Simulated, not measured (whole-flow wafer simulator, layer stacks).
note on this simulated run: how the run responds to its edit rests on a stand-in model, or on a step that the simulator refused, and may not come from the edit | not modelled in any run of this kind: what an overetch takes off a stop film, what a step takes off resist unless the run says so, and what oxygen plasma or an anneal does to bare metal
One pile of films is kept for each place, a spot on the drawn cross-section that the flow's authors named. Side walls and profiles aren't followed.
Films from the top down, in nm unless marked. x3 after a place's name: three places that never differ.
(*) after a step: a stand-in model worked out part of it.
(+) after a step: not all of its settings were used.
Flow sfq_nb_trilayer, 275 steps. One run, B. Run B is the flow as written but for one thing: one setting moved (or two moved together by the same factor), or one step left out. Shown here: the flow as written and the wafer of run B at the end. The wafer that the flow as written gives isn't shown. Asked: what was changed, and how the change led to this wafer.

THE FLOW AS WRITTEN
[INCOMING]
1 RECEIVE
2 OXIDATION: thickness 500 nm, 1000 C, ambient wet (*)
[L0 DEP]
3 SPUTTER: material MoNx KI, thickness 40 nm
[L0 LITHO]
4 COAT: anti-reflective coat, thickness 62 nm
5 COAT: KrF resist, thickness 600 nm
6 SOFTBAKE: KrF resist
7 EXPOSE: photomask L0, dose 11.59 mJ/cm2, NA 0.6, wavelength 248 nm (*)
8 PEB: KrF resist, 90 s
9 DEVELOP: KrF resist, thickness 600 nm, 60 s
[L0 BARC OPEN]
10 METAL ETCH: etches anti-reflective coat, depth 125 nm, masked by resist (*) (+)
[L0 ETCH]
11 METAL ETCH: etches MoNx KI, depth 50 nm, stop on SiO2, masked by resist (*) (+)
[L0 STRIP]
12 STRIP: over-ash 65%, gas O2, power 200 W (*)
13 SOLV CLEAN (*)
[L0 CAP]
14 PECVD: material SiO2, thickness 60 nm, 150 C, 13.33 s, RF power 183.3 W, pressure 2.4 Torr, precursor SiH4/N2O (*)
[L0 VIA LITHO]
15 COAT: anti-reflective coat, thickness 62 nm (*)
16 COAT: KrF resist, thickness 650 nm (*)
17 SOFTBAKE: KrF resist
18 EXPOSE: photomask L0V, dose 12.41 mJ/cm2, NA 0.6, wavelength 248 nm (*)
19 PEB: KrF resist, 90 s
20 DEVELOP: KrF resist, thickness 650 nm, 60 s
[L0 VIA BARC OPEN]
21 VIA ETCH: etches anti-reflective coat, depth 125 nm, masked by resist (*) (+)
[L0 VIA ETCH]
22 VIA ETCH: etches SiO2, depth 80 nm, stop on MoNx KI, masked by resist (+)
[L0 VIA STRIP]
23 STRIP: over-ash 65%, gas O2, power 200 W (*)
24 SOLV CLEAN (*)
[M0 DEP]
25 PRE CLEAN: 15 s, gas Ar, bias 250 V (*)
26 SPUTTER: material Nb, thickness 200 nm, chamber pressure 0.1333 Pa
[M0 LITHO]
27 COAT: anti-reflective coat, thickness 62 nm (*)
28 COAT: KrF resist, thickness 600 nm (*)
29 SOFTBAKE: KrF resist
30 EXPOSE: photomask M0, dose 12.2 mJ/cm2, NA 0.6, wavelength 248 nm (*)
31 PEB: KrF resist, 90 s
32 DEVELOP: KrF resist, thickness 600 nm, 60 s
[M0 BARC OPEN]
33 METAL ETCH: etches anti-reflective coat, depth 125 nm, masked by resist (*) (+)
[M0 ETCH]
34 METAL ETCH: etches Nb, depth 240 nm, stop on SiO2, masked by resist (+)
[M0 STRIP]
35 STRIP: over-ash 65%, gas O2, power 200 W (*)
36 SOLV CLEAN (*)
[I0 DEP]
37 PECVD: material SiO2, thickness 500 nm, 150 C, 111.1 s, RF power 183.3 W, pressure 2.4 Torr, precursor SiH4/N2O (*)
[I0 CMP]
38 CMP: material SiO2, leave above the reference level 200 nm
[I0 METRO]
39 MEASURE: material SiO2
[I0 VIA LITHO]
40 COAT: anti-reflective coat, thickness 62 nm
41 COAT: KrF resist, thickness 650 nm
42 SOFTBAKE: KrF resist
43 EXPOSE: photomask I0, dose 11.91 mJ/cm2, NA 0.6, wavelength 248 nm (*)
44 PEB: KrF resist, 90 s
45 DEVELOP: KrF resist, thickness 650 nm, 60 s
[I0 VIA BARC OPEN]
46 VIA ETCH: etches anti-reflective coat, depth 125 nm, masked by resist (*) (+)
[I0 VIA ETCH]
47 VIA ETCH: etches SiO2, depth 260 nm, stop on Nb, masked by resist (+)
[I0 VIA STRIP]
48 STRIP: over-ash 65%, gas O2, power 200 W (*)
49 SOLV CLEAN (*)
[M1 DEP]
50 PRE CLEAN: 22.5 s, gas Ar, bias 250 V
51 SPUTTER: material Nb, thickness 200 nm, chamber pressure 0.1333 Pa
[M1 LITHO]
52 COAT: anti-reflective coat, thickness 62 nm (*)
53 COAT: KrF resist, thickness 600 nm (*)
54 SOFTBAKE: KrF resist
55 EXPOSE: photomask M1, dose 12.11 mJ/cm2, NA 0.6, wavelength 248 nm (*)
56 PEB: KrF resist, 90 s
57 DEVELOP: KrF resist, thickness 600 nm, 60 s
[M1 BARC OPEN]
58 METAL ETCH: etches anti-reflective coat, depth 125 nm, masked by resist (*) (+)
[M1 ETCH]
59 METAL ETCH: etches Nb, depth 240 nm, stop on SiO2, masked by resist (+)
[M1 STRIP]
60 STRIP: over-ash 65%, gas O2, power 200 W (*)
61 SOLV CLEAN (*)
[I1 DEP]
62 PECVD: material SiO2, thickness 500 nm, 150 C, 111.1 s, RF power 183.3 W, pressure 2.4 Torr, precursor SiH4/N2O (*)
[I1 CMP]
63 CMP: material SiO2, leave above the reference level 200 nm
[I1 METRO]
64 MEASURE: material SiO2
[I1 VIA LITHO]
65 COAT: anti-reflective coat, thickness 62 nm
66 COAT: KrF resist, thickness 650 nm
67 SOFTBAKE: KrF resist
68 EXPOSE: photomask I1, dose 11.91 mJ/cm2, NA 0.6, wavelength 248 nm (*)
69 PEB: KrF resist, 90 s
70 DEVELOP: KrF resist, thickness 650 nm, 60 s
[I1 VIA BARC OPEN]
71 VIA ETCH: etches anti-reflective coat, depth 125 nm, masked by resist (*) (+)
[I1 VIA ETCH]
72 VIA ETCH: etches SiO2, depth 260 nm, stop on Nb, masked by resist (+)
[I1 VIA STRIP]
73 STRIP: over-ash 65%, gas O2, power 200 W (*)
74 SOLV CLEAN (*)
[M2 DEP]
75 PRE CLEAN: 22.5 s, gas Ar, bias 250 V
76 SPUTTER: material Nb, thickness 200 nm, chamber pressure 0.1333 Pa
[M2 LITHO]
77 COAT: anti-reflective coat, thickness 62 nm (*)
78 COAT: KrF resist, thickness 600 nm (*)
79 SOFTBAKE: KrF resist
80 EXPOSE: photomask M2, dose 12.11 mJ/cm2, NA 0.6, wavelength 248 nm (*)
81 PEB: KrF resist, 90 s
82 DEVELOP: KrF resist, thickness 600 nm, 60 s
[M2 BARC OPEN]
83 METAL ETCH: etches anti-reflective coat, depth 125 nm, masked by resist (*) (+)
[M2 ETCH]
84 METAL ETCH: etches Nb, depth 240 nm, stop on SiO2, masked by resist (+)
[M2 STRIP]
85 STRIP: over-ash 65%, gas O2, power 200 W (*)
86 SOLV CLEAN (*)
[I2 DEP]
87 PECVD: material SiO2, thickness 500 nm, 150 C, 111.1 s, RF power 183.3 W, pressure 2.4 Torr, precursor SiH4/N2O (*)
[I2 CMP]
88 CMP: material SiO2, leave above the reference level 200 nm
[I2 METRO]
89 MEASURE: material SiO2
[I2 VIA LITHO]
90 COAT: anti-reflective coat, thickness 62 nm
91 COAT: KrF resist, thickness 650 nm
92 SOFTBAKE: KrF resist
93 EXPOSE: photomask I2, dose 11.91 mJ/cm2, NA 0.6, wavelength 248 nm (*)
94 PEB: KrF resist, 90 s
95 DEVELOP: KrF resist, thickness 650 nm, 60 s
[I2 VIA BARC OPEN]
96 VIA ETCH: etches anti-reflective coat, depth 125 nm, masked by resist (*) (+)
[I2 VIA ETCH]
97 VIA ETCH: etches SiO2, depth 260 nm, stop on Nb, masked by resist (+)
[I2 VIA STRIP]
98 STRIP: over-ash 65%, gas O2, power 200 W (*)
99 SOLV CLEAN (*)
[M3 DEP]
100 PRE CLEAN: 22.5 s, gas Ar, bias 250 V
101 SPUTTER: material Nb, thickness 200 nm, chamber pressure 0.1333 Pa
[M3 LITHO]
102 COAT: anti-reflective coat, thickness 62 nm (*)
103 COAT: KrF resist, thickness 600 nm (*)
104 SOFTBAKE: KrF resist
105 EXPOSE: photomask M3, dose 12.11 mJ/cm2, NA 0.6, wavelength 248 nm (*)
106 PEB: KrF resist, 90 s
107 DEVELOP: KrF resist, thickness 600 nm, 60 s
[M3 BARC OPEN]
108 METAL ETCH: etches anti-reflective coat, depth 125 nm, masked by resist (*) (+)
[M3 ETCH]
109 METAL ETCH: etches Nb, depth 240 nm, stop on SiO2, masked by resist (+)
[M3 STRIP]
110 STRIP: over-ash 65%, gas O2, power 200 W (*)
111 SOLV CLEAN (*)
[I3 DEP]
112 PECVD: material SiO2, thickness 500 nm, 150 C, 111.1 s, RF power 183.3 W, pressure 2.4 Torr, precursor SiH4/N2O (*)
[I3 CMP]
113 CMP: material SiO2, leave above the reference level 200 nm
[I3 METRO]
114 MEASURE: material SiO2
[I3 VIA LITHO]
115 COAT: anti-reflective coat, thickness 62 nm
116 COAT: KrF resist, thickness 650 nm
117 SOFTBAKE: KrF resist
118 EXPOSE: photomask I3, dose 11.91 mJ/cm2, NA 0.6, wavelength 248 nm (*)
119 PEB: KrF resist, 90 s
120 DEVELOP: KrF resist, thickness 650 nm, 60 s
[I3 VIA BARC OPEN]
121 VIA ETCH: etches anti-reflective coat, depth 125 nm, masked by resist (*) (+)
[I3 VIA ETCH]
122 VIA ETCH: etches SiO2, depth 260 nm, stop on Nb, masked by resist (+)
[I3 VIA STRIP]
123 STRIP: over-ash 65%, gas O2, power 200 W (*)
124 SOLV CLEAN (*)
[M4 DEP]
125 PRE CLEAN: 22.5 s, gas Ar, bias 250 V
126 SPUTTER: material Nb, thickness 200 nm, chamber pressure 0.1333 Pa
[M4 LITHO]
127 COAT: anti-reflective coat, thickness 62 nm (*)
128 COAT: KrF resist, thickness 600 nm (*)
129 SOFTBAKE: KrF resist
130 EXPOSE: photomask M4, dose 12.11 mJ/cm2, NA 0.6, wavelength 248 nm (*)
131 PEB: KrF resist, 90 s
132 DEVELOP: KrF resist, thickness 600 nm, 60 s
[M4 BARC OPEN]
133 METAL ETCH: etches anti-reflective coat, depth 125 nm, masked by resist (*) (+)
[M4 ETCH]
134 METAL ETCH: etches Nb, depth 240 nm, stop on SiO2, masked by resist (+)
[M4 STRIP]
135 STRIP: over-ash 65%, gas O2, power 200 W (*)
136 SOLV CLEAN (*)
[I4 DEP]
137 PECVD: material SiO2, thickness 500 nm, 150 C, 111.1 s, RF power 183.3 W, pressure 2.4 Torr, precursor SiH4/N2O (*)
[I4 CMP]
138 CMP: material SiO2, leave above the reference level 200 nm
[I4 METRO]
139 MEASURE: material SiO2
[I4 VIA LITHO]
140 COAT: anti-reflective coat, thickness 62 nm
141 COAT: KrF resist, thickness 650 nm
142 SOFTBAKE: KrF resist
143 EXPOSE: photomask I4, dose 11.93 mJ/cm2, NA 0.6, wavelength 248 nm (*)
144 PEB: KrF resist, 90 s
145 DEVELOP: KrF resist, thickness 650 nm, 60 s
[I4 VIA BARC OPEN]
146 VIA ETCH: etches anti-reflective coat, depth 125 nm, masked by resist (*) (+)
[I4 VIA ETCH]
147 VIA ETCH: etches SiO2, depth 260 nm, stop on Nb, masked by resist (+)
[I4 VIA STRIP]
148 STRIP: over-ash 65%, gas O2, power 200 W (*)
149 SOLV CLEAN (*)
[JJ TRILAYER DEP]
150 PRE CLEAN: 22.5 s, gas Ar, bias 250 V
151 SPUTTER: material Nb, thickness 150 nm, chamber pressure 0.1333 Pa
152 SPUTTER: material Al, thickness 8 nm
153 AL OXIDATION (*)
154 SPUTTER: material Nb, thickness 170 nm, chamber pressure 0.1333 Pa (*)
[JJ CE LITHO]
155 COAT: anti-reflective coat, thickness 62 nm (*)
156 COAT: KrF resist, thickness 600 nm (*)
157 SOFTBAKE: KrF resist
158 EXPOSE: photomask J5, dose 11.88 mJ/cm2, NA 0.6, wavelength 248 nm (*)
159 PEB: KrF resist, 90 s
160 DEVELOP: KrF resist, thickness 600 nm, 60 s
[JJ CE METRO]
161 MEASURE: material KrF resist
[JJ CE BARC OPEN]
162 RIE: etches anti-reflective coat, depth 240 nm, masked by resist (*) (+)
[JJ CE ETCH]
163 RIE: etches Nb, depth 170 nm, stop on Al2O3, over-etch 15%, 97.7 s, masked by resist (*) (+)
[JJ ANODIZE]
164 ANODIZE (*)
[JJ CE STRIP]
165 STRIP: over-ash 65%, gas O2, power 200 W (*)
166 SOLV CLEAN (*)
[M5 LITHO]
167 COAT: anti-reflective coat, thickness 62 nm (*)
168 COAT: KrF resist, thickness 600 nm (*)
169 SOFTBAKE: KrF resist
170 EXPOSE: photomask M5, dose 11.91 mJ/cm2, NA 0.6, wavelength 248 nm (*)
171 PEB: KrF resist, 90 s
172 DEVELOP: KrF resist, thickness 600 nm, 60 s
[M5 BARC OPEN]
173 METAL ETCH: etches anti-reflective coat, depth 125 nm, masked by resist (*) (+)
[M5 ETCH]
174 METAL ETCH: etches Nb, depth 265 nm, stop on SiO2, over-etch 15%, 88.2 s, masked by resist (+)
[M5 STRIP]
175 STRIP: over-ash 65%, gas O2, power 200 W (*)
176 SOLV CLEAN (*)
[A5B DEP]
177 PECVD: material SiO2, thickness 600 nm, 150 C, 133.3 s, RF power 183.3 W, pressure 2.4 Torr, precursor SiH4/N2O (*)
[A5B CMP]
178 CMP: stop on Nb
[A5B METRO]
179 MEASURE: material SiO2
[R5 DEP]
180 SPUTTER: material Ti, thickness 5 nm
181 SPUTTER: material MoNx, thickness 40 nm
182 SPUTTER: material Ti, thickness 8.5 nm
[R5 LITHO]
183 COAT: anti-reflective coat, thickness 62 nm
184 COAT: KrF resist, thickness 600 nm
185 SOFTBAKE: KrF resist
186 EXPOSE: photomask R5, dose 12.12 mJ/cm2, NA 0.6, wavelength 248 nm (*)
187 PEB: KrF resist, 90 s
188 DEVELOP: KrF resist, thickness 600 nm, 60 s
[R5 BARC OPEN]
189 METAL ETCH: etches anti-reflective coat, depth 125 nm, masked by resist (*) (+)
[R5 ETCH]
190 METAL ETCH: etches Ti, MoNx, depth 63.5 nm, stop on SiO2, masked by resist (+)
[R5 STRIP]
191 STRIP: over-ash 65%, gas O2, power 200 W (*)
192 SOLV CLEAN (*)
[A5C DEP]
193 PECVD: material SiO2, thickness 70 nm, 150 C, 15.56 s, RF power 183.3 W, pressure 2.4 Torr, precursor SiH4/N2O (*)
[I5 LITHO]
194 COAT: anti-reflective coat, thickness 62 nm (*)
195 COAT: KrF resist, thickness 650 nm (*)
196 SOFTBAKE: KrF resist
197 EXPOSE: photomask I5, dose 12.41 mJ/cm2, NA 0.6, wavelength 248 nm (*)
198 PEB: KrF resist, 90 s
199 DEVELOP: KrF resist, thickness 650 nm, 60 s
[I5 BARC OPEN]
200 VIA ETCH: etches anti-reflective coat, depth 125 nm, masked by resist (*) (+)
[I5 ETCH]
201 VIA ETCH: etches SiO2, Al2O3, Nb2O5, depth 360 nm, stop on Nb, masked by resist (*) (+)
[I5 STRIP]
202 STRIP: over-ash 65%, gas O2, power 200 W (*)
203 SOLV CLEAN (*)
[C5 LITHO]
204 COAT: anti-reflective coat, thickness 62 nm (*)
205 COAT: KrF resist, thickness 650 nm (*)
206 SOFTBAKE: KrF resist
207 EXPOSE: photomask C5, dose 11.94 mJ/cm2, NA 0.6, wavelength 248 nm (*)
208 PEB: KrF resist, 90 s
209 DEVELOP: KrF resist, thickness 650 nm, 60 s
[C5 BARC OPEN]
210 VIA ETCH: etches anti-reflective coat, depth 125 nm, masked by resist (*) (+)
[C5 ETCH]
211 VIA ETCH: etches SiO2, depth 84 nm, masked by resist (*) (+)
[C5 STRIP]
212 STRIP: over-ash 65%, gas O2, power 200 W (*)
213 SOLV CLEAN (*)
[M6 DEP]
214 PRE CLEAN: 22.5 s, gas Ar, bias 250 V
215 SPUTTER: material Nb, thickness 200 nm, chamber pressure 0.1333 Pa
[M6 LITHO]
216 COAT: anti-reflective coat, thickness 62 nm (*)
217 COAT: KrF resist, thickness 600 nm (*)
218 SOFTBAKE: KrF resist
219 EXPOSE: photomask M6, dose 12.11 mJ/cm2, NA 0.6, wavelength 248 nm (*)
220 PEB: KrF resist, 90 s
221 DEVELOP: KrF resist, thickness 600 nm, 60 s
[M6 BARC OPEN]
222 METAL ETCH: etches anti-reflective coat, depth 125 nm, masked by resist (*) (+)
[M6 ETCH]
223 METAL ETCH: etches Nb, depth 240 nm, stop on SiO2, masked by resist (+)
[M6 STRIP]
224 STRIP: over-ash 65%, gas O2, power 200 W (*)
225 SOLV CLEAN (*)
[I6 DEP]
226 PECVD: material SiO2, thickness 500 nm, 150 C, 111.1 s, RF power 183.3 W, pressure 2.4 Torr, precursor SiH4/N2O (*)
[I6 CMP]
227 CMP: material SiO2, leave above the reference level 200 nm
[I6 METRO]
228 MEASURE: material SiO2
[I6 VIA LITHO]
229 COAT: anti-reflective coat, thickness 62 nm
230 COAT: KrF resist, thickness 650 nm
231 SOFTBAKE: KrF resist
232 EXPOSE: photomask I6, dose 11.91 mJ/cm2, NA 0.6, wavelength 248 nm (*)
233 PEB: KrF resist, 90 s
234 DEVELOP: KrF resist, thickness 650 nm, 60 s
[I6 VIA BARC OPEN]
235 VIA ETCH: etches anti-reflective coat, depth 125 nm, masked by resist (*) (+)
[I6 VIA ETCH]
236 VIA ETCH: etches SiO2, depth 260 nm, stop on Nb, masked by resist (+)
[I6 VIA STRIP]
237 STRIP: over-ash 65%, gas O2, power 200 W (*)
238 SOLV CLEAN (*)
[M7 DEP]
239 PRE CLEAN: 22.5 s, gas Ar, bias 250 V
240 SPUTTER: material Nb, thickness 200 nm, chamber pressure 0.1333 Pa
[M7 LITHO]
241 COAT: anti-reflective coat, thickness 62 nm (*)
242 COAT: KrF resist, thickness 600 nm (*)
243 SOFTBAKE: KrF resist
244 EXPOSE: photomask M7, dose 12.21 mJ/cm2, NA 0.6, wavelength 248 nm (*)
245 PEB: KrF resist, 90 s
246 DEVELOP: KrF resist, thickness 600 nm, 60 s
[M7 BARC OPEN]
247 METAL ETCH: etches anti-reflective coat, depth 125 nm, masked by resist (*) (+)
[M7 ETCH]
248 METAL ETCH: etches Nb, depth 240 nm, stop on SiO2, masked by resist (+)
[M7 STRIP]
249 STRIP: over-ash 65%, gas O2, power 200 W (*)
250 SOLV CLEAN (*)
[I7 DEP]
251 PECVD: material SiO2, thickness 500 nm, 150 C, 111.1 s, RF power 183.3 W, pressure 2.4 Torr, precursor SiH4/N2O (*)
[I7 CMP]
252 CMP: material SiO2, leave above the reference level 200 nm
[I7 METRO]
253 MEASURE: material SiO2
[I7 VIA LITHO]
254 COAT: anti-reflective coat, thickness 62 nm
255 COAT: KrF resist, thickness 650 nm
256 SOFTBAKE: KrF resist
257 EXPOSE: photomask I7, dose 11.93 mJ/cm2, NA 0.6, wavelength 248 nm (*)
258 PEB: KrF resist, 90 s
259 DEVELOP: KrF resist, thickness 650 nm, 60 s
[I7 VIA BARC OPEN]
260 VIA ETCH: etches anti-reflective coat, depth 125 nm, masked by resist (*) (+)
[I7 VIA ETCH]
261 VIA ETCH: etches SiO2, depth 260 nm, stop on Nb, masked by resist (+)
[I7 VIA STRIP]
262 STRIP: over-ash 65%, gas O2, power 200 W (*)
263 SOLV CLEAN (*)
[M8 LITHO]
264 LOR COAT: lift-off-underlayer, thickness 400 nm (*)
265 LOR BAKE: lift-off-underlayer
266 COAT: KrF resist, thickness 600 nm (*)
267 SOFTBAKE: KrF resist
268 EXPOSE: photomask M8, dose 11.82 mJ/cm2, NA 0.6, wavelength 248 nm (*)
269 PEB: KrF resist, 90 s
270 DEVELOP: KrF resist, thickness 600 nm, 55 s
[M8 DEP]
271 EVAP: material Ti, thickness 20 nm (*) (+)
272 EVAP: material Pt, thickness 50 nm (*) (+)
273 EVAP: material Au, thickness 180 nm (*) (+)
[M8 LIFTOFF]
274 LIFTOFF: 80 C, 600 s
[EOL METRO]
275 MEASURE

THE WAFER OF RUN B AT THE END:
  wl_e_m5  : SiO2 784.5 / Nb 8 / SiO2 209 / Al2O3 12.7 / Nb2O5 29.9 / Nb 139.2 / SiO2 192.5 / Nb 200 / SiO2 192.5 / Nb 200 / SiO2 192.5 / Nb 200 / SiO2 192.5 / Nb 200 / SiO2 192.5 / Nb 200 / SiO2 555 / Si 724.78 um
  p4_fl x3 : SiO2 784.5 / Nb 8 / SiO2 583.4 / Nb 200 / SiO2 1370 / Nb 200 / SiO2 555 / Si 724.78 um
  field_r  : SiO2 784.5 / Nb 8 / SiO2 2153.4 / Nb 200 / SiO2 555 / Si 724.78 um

The cause: step 223, METAL ETCH: depth 192 nm was run, where the flow has depth 240 nm.

How the change led to this, step by step:
  223 METAL ETCH: etches Nb, depth 240 nm, stop on SiO2, masked by resist (+)
      field_l, gap, moat and 76 more: Nb -192 (as written it would be: Nb -200 (all of it))
      v_sur, via_wl, via_w and 24 more: KrF resist -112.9 (as written it would be: KrF resist -141.2)
  224 STRIP: over-ash 65%, gas O2, power 200 W (*)
      wl_j_sl, wl_j_sr: KrF resist -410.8 (all of it), anti-reflective coat -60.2 (all of it) (as written it would be: KrF resist -382.5 (all of it), anti-reflective coat -60.2 (all of it))
      wl_c_m6, wl_f_m6: KrF resist -410.5 (all of it), anti-reflective coat -62 (all of it) (as written it would be: KrF resist -382.3 (all of it), anti-reflective coat -62 (all of it))
      (and at 23 more places)
  226 PECVD: material SiO2, thickness 500 nm, 150 C, 111.1 s, RF power 183.3 W, pressure 2.4 Torr, precursor SiH4/N2O (*)
      field_l, p4_fl x3, p4_w1 x9 and 52 more: SiO2 +500 (new film) (as written it would be: SiO2 +500)
      moat, field_r, lsp_l, ln_m5, lsp_m: SiO2 +493.9 (new film) (as written it would be: SiO2 +493.6)
      (and at 9 more places)
  227 CMP: material SiO2, leave above the reference level 200 nm
      field_l, p4_fl x3, p4_w1 x9 and 49 more: SiO2 -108 (as written it would be: SiO2 -100)
      moat, field_r, lsp_l, ln_m5, lsp_m: SiO2 -101.9 (as written it would be: SiO2 -93.6)
      (and at 8 more places)
Counting metal films that touch as one body, wl_e_m5 has 7 bodies (between them, from the top down: SiO2 209 / Al2O3 12.7 / Nb2O5 29.9; SiO2 192.5; SiO2 192.5; SiO2 192.5; SiO2 192.5; SiO2 192.5); the flow as written gives 6 bodies (between them, from the top down: SiO2 192.5; SiO2 192.5; SiO2 192.5; SiO2 192.5; SiO2 192.5).
Counting metal films that touch as one body, p4_fl x3 has 3 bodies (between them, from the top down: SiO2 583.4; SiO2 1370); the flow as written gives 2 bodies (between them, from the top down: SiO2 1370).
Counting metal films that touch as one body, field_r has 2 bodies (between them, from the top down: SiO2 2153.4); the flow as written gives 1 body.
